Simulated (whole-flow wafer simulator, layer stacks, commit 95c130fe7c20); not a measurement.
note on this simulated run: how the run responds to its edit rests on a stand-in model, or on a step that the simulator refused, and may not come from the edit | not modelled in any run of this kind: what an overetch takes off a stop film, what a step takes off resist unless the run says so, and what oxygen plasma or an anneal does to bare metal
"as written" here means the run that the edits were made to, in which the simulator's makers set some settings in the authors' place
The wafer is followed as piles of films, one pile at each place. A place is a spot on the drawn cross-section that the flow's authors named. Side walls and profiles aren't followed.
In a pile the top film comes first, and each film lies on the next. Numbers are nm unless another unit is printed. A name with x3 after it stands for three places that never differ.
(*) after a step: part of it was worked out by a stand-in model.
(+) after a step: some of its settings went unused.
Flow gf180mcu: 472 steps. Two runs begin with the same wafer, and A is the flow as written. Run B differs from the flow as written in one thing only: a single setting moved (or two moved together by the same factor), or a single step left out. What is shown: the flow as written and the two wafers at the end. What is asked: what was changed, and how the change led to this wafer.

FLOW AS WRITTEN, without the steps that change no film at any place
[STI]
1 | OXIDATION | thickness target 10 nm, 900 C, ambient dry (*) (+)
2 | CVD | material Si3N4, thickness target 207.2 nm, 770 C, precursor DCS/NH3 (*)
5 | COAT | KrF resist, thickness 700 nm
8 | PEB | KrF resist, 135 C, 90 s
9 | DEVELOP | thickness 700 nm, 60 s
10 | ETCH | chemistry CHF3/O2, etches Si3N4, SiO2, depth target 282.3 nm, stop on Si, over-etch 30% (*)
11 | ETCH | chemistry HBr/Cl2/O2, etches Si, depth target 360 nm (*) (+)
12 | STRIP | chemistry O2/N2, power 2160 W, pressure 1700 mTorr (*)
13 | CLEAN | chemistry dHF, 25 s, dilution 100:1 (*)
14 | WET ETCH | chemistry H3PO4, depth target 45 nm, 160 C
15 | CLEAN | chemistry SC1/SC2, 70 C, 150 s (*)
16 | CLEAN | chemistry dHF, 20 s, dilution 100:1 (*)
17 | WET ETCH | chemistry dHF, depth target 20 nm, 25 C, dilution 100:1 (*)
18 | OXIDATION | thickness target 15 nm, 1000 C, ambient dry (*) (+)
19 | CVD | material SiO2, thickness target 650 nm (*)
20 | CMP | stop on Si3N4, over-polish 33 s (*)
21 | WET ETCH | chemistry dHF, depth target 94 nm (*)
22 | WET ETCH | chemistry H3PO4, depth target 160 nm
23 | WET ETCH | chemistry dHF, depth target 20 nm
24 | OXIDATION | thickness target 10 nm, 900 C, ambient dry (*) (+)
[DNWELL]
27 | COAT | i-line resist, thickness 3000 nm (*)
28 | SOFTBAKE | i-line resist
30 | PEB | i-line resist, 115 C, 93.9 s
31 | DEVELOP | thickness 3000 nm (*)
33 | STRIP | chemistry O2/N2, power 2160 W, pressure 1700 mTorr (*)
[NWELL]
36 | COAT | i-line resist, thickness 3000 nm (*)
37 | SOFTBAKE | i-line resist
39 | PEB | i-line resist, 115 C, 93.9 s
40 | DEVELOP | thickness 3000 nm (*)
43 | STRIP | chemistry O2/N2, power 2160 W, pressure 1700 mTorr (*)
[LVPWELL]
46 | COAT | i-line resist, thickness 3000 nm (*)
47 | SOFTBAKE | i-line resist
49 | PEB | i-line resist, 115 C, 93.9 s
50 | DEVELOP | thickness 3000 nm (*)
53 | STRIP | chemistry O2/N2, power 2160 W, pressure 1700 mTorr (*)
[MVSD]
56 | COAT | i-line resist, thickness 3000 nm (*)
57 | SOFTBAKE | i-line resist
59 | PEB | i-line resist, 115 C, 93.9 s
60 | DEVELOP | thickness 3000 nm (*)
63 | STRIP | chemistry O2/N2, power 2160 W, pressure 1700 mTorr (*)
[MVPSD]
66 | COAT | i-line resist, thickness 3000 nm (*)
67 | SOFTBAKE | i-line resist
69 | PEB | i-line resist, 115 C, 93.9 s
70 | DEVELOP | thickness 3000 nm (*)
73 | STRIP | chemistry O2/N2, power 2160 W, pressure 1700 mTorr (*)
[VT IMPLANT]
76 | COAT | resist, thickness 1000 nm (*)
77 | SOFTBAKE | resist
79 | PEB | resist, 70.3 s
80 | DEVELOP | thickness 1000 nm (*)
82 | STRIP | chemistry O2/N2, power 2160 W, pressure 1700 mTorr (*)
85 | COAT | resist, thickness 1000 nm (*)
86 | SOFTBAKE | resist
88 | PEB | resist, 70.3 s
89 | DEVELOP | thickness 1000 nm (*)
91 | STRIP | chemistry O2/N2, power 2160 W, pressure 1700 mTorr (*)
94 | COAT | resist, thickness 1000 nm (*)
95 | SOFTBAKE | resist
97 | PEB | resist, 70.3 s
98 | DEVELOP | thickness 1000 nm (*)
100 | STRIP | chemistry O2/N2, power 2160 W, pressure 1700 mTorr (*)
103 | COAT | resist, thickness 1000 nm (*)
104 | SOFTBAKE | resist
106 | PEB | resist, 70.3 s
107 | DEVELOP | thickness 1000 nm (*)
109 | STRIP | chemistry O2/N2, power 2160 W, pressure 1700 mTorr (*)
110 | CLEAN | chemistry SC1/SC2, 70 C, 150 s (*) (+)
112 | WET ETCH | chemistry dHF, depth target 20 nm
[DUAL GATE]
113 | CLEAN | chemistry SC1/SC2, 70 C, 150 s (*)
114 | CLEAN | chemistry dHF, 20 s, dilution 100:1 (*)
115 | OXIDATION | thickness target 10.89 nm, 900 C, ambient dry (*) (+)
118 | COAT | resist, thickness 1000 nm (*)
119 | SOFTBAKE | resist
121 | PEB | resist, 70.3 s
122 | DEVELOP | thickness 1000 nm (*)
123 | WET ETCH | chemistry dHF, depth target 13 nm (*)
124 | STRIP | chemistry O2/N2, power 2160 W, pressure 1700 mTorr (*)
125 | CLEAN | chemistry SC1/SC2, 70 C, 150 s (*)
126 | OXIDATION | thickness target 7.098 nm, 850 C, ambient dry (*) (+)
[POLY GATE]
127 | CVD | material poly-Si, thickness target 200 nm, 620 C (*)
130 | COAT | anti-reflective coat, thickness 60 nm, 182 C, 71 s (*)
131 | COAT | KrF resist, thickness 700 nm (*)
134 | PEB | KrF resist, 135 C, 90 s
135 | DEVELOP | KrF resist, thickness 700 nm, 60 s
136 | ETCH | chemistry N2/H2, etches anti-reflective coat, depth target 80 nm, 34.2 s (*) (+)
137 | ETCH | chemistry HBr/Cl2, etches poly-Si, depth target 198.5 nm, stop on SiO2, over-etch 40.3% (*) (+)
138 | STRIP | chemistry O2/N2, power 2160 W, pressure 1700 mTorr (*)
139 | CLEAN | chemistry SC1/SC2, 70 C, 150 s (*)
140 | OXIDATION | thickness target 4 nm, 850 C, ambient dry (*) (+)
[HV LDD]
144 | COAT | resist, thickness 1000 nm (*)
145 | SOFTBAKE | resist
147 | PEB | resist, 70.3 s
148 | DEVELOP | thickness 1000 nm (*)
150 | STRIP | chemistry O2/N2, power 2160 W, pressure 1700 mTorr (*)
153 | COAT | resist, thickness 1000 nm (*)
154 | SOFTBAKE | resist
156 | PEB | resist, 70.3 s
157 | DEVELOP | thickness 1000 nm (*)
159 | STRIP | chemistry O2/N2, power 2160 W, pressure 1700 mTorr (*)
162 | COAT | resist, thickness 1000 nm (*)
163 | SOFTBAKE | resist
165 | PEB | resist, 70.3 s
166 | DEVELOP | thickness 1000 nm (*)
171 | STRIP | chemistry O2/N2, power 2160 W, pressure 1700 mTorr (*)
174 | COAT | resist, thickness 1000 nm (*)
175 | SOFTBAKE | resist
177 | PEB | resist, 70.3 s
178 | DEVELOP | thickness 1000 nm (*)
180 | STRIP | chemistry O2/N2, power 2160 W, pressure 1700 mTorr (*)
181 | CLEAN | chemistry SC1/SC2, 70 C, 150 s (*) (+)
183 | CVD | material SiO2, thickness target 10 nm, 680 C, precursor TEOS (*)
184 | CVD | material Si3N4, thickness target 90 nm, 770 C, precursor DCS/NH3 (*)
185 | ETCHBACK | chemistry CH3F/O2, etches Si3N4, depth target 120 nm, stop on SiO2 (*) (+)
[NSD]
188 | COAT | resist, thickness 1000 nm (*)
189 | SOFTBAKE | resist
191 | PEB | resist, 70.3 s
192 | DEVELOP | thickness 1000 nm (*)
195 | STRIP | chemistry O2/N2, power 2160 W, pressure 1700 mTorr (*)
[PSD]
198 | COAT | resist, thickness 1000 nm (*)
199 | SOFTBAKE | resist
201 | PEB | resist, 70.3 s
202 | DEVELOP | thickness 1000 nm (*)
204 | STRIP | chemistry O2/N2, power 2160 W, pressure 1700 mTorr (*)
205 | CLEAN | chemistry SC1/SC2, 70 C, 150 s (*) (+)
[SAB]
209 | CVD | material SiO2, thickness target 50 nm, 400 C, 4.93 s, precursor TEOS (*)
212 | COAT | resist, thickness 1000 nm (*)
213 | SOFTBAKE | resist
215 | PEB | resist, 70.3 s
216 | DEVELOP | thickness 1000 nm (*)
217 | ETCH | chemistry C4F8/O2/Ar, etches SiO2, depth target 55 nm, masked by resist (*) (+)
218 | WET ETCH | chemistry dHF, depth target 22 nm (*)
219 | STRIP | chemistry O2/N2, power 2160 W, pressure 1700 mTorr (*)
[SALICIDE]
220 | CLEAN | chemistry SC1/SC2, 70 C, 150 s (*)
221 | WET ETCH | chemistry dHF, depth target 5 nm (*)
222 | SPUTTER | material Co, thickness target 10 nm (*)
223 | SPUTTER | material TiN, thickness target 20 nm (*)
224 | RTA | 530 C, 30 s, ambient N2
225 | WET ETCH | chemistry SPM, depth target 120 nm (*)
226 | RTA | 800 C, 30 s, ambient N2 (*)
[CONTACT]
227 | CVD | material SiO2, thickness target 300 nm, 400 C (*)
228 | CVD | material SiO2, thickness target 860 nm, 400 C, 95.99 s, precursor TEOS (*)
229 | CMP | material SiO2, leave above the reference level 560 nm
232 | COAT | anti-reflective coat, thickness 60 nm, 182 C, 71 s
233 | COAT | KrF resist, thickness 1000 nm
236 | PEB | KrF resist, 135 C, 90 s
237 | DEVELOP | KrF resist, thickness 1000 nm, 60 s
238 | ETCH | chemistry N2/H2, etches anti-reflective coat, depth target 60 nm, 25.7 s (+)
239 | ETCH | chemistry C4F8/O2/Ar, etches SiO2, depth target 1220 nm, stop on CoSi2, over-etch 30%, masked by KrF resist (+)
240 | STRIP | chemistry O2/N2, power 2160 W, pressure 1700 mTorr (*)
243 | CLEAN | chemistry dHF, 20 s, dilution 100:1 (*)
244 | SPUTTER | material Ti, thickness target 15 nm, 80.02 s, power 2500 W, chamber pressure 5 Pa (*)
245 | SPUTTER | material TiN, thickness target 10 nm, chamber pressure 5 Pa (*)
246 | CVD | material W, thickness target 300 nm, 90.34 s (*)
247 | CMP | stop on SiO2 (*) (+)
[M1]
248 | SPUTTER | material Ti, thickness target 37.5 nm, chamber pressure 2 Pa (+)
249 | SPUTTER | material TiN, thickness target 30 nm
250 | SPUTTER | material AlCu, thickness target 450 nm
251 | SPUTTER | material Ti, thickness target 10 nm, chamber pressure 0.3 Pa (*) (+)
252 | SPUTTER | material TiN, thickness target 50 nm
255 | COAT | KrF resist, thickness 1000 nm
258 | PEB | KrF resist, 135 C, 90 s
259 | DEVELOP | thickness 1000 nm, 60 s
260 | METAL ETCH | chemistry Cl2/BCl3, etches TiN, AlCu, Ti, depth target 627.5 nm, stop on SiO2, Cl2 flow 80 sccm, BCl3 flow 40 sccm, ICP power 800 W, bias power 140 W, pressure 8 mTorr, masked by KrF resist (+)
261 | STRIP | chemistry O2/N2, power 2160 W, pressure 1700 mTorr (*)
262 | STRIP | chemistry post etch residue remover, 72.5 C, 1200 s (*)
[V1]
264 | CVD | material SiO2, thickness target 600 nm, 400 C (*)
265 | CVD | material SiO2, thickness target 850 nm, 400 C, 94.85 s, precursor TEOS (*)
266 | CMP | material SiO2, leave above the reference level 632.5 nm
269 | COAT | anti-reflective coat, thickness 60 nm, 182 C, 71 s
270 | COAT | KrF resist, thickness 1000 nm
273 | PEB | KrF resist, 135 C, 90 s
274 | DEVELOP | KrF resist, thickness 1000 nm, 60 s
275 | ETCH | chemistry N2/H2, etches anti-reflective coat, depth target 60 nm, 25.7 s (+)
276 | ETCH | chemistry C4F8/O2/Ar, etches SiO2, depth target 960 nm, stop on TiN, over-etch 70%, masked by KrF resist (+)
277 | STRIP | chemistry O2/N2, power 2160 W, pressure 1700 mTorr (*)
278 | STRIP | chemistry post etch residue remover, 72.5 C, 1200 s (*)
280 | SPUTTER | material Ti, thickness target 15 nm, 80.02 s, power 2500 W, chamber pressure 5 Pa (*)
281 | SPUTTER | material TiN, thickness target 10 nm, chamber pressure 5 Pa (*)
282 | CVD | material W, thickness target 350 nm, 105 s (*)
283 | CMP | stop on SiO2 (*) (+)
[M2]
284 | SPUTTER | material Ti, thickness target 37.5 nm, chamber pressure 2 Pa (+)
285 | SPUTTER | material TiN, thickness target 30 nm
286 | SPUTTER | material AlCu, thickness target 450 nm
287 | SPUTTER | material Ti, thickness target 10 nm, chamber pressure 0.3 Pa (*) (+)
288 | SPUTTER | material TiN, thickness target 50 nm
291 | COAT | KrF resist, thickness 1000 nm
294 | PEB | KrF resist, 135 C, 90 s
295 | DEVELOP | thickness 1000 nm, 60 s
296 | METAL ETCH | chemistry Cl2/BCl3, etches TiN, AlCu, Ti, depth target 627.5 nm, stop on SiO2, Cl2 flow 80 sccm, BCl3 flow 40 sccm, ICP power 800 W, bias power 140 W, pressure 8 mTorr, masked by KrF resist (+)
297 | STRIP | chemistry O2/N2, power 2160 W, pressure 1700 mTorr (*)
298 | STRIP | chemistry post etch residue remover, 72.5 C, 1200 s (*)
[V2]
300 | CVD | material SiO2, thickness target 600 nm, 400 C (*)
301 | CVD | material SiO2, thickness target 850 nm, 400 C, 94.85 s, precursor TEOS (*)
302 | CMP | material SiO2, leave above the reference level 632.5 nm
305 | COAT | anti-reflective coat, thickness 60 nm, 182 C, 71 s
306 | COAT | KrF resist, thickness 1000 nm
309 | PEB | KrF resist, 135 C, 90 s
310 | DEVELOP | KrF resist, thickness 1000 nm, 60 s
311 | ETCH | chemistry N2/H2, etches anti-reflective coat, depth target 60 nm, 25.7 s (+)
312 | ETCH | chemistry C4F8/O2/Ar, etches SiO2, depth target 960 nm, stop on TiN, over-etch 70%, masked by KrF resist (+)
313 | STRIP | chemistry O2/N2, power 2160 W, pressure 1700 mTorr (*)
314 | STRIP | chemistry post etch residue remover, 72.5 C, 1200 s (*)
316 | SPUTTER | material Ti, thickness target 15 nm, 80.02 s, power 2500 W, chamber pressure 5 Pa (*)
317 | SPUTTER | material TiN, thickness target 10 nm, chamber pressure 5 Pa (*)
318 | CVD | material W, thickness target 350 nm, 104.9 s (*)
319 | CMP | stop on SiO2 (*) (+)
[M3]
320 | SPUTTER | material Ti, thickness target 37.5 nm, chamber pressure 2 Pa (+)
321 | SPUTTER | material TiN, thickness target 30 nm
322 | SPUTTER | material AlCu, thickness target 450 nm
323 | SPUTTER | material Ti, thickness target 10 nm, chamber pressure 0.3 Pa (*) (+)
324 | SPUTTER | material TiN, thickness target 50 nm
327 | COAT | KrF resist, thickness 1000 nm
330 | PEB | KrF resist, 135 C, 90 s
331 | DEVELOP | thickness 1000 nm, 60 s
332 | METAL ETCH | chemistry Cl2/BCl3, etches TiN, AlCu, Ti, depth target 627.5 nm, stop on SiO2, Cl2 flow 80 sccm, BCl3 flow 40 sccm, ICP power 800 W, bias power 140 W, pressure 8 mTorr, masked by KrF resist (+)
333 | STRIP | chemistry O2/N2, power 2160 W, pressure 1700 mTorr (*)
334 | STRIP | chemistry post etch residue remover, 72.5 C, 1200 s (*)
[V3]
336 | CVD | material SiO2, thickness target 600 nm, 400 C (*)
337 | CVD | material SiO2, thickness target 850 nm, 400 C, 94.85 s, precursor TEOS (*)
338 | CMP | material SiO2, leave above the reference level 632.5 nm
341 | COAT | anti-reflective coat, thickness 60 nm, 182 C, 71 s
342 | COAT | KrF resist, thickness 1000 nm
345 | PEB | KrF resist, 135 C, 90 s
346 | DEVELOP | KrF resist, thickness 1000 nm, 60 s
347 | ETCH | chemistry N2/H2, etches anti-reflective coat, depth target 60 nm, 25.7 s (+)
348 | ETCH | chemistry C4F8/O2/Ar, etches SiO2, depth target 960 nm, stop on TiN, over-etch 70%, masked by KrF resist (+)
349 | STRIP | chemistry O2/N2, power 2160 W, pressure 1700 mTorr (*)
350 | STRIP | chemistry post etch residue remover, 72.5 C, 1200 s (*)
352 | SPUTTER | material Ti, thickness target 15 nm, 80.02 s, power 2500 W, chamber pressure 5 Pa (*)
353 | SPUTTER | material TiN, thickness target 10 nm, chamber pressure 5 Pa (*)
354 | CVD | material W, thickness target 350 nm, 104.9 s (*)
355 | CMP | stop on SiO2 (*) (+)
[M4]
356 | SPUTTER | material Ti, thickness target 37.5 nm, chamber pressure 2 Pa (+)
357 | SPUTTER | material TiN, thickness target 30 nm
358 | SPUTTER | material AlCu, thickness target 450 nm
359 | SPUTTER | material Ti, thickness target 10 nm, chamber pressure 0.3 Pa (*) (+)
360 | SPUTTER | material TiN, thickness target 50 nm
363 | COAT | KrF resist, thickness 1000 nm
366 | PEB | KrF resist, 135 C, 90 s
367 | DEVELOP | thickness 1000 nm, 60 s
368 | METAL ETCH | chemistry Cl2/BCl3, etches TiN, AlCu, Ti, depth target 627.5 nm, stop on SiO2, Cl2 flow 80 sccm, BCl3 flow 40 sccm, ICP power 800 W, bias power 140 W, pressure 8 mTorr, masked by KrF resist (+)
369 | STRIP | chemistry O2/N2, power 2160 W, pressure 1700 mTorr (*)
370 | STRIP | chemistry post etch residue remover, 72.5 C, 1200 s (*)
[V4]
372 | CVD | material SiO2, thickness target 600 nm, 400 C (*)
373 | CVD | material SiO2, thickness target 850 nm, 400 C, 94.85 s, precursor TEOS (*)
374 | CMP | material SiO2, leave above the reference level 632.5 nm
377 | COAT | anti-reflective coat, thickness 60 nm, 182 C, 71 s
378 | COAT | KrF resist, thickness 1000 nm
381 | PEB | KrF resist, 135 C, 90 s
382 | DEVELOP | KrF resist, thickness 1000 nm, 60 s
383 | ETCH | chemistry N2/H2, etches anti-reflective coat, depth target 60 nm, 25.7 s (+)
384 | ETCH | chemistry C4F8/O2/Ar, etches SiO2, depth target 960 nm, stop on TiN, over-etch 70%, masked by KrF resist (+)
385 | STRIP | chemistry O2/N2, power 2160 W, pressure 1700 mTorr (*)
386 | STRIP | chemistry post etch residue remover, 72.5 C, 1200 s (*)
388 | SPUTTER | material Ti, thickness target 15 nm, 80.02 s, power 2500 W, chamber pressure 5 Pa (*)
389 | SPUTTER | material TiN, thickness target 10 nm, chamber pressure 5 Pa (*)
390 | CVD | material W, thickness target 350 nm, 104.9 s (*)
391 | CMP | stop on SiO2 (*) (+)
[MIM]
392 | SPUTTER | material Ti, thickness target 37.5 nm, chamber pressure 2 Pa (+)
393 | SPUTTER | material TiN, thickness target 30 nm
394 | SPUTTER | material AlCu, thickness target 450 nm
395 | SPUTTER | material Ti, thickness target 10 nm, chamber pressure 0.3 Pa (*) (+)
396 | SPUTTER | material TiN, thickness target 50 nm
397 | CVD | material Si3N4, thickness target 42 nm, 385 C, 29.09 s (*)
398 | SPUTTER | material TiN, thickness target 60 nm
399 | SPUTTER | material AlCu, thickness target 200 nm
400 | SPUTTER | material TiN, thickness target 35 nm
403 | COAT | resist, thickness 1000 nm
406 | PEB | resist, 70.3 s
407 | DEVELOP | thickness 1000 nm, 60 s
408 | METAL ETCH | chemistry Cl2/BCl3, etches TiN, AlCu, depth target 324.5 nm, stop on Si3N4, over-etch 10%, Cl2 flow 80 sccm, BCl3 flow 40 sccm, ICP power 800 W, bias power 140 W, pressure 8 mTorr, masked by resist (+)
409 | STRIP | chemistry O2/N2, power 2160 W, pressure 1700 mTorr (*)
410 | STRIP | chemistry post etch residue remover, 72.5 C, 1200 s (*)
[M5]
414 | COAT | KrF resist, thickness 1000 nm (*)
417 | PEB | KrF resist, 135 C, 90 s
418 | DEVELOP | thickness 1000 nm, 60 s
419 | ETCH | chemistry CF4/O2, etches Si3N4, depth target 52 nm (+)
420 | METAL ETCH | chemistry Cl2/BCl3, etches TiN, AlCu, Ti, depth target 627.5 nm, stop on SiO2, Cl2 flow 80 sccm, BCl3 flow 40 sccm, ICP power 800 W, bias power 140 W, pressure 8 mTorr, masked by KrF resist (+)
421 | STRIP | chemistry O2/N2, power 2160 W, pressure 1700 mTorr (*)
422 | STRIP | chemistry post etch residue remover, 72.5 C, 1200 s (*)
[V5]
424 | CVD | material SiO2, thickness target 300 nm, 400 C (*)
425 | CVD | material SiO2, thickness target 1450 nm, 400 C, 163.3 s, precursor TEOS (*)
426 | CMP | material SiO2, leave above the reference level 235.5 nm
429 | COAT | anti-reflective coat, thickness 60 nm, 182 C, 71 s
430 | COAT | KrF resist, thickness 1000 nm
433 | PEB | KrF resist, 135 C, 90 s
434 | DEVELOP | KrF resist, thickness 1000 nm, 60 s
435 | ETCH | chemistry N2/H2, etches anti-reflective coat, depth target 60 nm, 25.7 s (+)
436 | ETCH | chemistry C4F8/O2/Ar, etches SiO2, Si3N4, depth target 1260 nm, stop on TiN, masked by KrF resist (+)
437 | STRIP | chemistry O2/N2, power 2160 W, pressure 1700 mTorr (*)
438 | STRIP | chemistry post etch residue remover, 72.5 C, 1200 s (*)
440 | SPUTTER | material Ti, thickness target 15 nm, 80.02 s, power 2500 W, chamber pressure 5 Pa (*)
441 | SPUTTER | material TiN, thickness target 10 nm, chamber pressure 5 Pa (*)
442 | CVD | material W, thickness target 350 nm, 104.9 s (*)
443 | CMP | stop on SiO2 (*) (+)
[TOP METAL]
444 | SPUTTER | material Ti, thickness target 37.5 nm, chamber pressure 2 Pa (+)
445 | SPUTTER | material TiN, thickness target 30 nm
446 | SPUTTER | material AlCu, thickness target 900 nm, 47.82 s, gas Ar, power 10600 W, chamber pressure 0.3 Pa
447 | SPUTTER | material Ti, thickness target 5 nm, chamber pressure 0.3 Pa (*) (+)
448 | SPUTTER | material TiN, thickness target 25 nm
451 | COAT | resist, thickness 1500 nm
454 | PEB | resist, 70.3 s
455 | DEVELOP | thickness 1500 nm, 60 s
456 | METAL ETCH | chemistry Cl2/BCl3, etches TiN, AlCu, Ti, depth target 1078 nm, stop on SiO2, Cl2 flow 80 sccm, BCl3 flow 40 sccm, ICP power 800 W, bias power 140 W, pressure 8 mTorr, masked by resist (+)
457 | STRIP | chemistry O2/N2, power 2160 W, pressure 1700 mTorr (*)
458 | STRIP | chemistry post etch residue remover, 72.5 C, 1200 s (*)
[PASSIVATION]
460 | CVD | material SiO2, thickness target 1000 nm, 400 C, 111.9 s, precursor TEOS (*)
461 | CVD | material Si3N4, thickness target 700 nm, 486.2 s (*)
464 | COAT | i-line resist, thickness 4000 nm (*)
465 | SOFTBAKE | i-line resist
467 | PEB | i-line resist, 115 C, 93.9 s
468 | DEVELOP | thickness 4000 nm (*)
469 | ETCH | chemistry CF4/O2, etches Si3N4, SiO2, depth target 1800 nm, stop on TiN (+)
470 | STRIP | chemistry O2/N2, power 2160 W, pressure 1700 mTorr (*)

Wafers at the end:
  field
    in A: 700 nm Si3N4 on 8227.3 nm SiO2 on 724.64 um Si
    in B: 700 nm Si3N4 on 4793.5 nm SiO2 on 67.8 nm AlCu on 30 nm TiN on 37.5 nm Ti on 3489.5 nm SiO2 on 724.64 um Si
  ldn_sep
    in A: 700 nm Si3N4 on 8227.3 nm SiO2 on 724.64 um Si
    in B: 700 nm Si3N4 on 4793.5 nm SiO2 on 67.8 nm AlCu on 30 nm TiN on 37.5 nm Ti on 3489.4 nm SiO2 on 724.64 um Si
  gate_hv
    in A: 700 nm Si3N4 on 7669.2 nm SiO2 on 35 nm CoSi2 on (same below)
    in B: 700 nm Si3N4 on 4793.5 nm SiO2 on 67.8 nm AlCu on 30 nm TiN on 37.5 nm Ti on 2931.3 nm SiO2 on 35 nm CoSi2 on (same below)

The reason: step 322, SPUTTER: thickness target 641 nm was run, while the flow as written has thickness target 450 nm.

How this came from the change, step by step:
  322 | SPUTTER | material AlCu, thickness target 450 nm
      field, field__w1, field__w2 and 108 more: A AlCu gains 450 (new film) | B AlCu gains 641 (new film)
  332 | METAL ETCH | chemistry Cl2/BCl3, etches TiN, AlCu, Ti, depth target 627.5 nm, stop on SiO2, Cl2 flow 80 sccm, BCl3 flow 40 sccm, ICP power 800 W, bias power 140 W, pressure 8 mTorr, masked by KrF resist (+)
      field, field__w1, field__w2 and 103 more: A TiN loses 50 (all of it), Ti loses 10 (all of it), AlCu loses 450 (all of it), TiN loses 30 (all of it), Ti loses 37.5 (all of it) | B TiN loses 50 (all of it), Ti loses 10 (all of it), AlCu loses 567.5
  334 | STRIP | chemistry post etch residue remover, 72.5 C, 1200 s (*)
      field, field__w1, field__w2 and 103 more: A nothing | B AlCu loses 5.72
  336 | CVD | material SiO2, thickness target 600 nm, 400 C (*)
      field, field__w1, field__w2 and 103 more: A SiO2 gains 600 | B SiO2 gains 600 (new film)
  338 | CMP | material SiO2, leave above the reference level 632.5 nm
      field, field__w1, field__w2 and 103 more: A SiO2 loses 300 | B SiO2 loses 244.3
With metal films that touch counted as one body, field has 1 body; the flow as written gives 0 bodies.
With metal films that touch counted as one body, ldn_sep has 1 body; the flow as written gives 0 bodies.
With metal films that touch counted as one body, gate_hv has 2 bodies (between them, from the top down: SiO2 2931.3); the flow as written gives 1 body.
